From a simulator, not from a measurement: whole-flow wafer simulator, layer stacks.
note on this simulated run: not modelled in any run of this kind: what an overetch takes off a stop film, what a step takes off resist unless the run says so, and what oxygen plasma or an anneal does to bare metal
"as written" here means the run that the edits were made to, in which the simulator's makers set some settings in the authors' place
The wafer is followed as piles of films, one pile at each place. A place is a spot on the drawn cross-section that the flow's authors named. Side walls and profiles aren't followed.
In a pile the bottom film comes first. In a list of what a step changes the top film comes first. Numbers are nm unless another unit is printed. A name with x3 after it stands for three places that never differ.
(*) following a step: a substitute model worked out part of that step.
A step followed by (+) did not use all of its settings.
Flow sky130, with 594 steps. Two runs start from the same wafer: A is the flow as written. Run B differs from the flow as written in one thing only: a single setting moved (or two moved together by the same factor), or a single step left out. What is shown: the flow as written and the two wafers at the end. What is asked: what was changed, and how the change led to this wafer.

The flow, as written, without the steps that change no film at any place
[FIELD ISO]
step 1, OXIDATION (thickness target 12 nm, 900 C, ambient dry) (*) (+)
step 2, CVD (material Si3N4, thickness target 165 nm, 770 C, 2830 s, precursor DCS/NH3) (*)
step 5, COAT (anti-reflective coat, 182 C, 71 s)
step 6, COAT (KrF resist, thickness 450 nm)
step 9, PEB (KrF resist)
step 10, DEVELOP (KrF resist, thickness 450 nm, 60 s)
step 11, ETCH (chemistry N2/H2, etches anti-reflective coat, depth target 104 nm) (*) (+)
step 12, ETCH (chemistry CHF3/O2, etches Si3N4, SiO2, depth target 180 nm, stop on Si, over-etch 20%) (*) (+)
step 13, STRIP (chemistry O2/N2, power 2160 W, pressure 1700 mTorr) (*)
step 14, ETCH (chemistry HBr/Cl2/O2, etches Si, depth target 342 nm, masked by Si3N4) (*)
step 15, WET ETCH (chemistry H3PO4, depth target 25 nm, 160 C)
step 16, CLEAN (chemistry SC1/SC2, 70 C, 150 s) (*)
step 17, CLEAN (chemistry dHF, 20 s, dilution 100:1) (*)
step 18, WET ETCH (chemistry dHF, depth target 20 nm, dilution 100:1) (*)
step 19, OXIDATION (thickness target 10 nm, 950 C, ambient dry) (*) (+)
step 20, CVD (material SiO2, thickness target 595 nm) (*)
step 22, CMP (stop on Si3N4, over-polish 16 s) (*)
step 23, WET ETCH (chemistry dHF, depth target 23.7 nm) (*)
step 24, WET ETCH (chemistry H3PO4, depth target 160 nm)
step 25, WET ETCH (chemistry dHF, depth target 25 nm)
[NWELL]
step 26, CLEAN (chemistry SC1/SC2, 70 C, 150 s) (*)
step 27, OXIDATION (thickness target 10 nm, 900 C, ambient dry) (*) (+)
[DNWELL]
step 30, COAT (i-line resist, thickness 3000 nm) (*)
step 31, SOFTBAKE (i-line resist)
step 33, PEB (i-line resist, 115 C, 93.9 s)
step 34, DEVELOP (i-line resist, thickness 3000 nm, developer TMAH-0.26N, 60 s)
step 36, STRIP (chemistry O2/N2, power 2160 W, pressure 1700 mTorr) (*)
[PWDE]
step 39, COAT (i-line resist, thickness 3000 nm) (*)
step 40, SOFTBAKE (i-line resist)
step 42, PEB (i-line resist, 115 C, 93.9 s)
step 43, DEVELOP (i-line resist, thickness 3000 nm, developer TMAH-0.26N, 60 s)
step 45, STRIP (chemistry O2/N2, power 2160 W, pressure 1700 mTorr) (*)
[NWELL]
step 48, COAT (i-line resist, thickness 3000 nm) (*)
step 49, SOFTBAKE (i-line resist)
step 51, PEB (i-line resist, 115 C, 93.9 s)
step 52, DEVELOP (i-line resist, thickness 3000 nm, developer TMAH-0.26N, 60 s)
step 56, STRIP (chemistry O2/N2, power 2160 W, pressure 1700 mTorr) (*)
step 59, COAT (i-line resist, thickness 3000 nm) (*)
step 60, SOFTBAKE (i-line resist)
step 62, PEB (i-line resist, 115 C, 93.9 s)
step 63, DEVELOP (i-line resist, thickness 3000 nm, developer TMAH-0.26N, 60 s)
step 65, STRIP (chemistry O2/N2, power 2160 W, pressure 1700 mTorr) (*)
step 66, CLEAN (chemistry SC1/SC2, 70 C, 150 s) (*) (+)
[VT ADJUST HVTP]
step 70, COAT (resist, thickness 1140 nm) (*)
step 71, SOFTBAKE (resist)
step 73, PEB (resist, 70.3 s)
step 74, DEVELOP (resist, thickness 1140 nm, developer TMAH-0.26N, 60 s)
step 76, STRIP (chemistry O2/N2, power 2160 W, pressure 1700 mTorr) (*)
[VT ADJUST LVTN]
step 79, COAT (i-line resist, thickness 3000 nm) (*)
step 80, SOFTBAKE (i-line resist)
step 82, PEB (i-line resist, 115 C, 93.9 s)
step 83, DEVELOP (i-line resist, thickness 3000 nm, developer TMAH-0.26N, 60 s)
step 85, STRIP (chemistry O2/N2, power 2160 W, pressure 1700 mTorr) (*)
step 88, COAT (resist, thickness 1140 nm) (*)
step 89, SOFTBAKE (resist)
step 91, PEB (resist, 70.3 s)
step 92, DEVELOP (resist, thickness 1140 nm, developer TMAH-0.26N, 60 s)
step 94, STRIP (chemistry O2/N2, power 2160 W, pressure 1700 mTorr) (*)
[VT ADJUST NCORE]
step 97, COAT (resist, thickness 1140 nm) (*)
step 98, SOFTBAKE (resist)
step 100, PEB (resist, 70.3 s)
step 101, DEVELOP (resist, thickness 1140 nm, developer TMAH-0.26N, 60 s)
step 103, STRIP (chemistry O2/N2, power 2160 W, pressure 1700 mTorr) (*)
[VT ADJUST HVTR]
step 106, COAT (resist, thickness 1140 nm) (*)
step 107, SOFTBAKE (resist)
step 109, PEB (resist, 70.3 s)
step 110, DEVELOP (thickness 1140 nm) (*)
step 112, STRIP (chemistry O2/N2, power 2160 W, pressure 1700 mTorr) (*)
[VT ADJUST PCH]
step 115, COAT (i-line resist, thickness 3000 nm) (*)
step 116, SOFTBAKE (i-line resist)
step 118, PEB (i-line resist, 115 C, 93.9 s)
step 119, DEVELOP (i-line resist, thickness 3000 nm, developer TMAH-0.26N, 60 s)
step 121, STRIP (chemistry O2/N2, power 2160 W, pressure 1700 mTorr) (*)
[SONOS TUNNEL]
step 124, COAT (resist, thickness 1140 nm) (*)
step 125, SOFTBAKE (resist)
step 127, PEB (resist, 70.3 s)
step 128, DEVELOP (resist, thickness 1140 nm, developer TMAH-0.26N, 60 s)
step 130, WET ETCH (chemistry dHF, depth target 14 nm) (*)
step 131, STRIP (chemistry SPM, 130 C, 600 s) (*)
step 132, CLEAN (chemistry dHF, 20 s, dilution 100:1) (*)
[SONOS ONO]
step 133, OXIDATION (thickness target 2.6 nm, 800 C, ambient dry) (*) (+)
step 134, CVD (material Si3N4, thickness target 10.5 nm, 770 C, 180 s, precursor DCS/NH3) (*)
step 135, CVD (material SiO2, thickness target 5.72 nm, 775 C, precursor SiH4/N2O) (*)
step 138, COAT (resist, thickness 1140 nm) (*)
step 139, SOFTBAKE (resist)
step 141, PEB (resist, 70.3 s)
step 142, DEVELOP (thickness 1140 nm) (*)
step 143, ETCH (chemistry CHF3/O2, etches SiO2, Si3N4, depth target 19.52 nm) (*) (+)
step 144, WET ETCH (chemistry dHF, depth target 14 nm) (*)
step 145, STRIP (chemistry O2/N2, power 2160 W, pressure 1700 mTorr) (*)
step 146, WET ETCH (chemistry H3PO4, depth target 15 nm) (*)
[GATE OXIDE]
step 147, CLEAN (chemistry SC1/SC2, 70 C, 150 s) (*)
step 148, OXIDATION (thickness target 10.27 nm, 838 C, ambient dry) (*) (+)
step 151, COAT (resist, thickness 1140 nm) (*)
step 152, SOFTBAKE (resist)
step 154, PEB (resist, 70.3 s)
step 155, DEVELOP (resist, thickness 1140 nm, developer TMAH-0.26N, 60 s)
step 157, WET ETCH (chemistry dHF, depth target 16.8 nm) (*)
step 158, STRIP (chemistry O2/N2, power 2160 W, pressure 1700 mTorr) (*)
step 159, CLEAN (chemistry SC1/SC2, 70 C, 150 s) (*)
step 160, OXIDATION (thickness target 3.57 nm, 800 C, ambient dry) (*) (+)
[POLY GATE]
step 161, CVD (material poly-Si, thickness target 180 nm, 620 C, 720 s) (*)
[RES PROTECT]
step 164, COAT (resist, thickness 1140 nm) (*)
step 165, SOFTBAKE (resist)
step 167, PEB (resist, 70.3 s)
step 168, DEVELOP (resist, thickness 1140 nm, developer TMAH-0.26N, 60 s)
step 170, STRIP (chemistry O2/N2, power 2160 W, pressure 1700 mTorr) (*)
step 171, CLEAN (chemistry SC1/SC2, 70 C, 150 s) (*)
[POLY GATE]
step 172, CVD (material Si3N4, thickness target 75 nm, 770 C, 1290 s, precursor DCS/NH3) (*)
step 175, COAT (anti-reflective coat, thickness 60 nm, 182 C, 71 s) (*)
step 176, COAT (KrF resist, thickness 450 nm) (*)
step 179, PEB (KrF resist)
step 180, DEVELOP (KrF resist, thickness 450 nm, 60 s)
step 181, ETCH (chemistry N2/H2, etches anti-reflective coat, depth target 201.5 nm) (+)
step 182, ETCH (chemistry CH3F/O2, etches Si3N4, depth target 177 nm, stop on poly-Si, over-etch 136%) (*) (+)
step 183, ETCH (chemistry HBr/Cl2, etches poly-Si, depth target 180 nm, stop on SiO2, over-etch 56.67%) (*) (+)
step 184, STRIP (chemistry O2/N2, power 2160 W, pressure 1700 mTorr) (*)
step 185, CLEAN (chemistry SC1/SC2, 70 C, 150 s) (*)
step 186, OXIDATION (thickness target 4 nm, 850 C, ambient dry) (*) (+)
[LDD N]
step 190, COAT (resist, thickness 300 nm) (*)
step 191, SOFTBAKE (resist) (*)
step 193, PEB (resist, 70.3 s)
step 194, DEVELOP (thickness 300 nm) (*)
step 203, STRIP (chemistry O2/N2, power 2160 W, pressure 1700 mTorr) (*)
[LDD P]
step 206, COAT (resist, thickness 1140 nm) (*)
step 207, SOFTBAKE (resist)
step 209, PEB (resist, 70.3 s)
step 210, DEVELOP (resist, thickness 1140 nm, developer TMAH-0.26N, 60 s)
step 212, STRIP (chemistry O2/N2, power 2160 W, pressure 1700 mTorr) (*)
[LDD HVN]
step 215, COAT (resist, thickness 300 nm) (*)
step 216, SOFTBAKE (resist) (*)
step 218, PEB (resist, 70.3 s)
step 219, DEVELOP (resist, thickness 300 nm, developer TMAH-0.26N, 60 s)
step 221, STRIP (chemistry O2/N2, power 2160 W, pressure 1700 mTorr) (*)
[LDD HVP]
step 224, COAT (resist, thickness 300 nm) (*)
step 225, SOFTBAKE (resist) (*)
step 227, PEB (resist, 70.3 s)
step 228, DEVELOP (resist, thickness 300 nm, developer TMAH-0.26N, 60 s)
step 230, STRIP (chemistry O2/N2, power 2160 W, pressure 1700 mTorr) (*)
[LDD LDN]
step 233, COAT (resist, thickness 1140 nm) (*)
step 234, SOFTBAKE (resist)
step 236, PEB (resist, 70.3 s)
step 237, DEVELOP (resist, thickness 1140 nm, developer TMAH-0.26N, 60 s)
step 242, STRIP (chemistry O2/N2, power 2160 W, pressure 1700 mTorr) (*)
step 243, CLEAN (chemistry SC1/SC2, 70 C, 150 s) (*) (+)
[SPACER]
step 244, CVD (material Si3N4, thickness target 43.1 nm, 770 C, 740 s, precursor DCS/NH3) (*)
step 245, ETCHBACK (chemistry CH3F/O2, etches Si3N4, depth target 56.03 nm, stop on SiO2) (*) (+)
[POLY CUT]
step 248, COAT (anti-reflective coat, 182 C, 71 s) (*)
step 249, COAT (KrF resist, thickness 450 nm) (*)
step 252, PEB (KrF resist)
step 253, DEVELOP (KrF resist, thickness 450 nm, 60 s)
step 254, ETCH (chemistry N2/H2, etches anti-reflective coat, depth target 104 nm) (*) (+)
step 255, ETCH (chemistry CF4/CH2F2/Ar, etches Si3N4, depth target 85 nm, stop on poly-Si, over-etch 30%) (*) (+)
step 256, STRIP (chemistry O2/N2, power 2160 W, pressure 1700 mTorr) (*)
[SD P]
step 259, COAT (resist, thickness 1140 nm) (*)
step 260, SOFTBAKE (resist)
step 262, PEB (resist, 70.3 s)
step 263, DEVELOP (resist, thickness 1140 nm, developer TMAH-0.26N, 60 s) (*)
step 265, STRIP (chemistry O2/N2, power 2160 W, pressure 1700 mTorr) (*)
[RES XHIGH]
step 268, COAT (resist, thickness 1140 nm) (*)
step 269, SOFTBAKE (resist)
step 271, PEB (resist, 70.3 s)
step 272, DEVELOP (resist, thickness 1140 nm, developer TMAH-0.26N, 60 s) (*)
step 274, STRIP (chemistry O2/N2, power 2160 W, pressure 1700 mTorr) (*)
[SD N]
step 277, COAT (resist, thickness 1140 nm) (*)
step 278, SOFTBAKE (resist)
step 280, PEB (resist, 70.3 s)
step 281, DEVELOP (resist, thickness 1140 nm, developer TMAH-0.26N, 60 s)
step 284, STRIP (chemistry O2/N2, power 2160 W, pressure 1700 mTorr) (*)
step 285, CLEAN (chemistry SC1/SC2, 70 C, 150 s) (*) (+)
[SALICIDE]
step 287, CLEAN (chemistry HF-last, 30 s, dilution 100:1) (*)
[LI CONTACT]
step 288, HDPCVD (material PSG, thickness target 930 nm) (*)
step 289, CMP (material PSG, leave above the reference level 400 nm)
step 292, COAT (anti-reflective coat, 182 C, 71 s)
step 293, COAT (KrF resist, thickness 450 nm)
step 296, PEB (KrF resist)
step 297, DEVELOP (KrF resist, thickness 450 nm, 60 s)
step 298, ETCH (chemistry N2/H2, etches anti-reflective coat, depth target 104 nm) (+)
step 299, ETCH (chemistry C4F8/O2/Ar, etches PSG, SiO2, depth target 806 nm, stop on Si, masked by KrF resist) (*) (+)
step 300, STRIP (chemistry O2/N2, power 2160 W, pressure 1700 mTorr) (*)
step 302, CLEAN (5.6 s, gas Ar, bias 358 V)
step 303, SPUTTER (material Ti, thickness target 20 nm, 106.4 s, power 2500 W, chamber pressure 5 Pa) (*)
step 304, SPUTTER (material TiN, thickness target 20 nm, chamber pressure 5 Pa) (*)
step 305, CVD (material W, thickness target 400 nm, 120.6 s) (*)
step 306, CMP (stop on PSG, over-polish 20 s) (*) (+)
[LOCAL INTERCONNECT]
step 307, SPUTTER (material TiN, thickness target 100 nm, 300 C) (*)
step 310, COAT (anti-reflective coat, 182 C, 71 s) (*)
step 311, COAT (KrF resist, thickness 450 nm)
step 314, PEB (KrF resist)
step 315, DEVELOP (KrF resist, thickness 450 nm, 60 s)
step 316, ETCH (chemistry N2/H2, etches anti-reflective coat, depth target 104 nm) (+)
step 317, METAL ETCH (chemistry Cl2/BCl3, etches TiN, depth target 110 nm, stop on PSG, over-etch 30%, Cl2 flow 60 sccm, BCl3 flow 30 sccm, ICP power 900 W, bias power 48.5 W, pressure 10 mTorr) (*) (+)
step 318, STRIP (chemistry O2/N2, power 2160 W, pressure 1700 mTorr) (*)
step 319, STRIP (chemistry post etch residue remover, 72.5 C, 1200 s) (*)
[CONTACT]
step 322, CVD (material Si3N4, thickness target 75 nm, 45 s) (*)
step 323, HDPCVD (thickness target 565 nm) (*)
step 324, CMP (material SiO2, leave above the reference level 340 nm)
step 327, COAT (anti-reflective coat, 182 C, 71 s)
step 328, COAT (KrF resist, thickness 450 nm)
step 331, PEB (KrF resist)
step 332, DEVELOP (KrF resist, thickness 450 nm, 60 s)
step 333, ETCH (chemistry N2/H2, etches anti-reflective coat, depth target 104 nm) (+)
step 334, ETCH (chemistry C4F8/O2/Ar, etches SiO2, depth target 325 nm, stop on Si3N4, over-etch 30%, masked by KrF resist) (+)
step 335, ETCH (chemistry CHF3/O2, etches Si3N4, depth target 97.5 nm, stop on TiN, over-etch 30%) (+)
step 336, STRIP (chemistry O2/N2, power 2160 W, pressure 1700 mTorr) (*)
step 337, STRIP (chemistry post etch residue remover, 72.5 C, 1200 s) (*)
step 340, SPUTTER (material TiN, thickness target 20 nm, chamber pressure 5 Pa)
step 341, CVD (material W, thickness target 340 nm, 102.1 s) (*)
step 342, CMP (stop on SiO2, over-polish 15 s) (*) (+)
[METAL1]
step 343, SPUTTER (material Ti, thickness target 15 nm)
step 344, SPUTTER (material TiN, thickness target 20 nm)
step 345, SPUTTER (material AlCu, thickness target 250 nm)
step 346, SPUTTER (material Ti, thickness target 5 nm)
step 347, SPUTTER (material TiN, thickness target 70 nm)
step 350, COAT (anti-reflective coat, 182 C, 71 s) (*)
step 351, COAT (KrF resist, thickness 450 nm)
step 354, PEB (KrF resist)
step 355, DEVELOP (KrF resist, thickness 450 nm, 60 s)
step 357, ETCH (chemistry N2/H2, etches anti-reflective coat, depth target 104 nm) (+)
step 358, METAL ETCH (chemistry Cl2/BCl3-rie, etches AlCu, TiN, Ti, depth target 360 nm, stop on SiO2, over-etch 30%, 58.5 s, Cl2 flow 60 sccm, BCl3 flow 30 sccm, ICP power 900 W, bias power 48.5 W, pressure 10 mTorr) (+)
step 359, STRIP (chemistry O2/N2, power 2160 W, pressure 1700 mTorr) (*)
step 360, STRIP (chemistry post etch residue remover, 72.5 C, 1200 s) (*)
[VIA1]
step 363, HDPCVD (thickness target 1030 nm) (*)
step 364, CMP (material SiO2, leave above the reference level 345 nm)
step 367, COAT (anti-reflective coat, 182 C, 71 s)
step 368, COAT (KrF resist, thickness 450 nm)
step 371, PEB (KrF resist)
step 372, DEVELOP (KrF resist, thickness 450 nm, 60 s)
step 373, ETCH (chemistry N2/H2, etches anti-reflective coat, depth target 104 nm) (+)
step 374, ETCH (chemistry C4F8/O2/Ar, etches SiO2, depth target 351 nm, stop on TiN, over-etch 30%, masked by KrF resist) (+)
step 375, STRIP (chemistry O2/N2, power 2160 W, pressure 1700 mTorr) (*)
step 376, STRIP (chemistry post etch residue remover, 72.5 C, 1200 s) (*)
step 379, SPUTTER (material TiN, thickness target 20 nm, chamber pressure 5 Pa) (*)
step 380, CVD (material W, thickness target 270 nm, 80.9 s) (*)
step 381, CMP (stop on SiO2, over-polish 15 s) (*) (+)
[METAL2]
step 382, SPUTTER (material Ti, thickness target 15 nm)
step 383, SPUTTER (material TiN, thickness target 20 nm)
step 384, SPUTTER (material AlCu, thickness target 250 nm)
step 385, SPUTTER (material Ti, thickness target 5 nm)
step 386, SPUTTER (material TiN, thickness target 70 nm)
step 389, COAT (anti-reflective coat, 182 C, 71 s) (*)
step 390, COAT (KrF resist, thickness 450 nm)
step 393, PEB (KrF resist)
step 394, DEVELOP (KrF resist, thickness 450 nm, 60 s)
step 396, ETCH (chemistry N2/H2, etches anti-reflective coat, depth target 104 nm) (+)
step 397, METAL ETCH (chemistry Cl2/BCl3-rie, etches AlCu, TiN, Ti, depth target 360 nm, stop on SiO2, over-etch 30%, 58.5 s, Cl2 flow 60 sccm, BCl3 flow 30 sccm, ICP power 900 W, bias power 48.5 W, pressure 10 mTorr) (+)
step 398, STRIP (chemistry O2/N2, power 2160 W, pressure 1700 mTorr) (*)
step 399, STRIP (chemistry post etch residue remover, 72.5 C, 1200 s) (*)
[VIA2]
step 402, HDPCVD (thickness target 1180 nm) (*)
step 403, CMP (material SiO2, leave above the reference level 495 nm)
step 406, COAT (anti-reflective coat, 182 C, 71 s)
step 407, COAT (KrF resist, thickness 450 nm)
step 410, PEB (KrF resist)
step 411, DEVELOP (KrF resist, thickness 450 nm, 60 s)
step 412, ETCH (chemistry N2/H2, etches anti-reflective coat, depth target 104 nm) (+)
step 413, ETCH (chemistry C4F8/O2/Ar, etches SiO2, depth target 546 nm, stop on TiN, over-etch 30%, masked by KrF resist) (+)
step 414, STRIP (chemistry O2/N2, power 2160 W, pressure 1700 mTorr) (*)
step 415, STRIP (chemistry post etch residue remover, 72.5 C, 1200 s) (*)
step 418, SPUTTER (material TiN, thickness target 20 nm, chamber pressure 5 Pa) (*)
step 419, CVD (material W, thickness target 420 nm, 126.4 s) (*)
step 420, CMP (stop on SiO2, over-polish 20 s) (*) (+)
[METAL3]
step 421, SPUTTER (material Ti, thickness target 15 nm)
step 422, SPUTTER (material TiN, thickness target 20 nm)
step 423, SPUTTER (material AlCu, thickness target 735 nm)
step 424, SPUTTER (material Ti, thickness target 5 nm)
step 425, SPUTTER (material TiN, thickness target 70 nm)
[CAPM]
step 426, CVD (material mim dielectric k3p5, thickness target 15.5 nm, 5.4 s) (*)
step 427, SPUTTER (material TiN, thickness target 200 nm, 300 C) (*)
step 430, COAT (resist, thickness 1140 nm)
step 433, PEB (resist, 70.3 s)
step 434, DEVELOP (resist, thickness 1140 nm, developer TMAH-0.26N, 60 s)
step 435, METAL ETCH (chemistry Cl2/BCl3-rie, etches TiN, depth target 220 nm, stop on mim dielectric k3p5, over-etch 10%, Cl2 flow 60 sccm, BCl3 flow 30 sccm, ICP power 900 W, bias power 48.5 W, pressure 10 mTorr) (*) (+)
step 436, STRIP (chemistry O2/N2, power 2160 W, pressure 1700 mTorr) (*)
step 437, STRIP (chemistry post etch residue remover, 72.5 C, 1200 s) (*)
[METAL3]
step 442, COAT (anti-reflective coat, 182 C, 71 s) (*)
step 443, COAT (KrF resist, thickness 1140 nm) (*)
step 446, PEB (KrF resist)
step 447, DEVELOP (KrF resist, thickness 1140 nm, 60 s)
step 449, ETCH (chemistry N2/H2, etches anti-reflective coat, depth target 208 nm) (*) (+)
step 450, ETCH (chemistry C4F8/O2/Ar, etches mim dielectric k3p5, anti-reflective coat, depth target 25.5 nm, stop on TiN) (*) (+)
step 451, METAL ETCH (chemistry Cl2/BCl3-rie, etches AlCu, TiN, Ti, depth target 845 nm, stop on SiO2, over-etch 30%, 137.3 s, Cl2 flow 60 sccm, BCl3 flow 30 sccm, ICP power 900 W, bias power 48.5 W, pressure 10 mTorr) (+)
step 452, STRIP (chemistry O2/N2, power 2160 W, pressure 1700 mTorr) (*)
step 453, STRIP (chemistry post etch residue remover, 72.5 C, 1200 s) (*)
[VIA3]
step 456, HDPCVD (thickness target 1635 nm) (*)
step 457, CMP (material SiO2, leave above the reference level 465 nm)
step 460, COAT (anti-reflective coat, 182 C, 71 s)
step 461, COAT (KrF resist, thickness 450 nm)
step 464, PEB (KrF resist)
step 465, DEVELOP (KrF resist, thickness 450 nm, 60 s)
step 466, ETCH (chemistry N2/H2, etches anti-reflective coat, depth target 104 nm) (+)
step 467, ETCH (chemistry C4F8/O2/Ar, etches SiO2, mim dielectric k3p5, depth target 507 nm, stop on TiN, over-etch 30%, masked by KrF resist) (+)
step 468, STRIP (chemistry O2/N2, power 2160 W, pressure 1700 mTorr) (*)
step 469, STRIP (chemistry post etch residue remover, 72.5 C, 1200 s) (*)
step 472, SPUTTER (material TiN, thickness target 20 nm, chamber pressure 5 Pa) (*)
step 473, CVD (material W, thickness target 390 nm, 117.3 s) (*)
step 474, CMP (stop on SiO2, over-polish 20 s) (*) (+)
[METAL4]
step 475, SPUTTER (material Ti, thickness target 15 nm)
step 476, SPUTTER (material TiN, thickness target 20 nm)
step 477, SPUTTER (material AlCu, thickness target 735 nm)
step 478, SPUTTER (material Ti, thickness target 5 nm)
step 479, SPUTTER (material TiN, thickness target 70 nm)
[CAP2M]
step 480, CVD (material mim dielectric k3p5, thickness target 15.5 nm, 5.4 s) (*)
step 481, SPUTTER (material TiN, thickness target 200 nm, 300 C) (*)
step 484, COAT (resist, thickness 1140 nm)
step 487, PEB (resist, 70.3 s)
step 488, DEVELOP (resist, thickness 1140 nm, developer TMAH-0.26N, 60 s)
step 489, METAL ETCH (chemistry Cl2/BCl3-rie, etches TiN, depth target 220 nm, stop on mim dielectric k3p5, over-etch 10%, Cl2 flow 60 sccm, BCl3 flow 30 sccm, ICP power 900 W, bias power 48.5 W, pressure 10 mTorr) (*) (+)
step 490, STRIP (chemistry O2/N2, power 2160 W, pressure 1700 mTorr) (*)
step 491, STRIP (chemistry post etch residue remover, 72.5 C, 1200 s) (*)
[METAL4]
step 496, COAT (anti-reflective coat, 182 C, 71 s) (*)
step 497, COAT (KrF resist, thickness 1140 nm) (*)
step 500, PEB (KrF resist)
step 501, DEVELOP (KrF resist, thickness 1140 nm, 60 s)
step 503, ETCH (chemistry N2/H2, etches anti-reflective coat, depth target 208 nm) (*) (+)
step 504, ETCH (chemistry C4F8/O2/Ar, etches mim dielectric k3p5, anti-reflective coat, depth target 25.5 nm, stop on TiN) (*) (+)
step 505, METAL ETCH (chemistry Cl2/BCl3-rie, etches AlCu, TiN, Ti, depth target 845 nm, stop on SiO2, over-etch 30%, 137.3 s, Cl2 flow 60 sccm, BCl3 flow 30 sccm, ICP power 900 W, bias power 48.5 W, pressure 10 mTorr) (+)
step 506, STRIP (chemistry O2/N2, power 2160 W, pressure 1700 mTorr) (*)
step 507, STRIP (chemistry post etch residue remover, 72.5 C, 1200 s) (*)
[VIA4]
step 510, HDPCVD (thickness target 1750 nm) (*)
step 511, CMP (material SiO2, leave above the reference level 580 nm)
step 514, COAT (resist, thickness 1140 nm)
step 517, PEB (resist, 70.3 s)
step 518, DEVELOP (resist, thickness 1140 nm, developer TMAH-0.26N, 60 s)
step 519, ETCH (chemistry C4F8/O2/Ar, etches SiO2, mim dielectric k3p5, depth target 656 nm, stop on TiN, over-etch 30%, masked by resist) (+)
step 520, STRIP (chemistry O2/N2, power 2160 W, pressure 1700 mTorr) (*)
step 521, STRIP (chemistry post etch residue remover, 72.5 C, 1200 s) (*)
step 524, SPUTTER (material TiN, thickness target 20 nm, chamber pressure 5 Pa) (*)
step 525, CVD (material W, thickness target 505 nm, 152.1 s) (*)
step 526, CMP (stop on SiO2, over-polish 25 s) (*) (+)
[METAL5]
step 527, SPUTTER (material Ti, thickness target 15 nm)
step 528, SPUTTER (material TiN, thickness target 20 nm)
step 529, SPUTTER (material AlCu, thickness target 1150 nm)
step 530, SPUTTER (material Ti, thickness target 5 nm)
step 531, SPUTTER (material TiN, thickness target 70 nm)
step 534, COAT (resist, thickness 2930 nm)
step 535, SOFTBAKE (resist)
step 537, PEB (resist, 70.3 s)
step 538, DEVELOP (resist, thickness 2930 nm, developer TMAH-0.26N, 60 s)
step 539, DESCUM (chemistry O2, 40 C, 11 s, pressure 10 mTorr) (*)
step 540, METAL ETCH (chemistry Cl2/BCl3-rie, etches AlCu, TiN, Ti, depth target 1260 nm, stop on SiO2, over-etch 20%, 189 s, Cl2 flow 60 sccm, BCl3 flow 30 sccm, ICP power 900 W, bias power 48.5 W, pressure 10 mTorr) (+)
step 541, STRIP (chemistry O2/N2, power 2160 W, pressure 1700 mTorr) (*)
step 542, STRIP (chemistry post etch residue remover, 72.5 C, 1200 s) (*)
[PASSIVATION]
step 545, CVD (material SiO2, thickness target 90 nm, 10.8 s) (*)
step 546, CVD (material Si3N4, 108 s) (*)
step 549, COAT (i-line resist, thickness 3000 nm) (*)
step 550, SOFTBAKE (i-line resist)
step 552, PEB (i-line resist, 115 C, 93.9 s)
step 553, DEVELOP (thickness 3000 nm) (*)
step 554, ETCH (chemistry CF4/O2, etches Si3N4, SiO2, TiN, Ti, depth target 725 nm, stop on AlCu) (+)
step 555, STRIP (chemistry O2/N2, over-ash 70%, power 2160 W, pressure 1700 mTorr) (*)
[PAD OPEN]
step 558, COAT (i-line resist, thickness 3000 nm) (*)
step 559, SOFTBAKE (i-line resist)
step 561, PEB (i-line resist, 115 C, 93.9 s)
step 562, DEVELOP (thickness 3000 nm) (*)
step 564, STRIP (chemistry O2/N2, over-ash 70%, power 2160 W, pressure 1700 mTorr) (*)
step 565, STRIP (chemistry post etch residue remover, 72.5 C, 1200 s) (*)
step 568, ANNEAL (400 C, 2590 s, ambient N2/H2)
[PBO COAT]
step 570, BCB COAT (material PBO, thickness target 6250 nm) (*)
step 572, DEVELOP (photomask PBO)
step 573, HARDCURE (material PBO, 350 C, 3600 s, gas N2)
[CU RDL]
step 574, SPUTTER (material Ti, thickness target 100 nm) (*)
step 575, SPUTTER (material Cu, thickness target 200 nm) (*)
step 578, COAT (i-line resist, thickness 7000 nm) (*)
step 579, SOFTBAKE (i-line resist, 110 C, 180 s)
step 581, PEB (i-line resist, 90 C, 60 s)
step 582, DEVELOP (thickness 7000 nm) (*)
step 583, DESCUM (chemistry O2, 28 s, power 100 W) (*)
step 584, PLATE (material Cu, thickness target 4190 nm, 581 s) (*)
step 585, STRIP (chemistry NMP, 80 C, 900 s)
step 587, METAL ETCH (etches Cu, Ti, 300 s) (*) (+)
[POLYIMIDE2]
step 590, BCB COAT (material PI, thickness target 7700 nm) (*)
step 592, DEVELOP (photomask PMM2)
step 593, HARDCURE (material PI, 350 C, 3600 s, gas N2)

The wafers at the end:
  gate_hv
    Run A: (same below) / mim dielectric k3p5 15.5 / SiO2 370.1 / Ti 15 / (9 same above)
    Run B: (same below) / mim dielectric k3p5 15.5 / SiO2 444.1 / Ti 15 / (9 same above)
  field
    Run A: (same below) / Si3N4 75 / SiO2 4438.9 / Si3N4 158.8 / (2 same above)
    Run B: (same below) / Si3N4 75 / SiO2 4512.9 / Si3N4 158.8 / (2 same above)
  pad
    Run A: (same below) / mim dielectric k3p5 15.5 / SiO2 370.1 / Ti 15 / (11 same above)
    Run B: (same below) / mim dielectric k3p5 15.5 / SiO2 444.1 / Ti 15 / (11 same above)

Cause: step 457, CMP: leave above the reference level 539 nm was run, whereas the flow has leave above the reference level 465 nm.

Step by step, how the change led to this:
  step 457, CMP (material SiO2, leave above the reference level 465 nm)
      n_well, p_well, gate_hv and 99 more: A -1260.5 SiO2 | B -1186.5 SiO2
      field, active, gate and 82 more: A -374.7 SiO2 | B -300.7 SiO2
      (also at 5 further places)
  step 467, ETCH (chemistry C4F8/O2/Ar, etches SiO2, mim dielectric k3p5, depth target 507 nm, stop on TiN, over-etch 30%, masked by KrF resist) (+)
      m1: A -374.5 SiO2 (all of it), -15.5 mim dielectric k3p5 (all of it) | B -448.5 SiO2 (all of it), -15.5 mim dielectric k3p5 (all of it)
      via3_hole: A -373.9 SiO2 (all of it), -15.5 mim dielectric k3p5 (all of it) | B -447.9 SiO2 (all of it), -15.5 mim dielectric k3p5 (all of it)
  step 472, SPUTTER (material TiN, thickness target 20 nm, chamber pressure 5 Pa) (*)
      m1, via3_hole: A +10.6 TiN | B +9.61 TiN
  step 473, CVD (material W, thickness target 390 nm, 117.3 s) (*)
      m1: A +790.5 W (new film) | B +865.4 W (new film)
      via3_hole: A +789.9 W (new film) | B +864.8 W (new film)
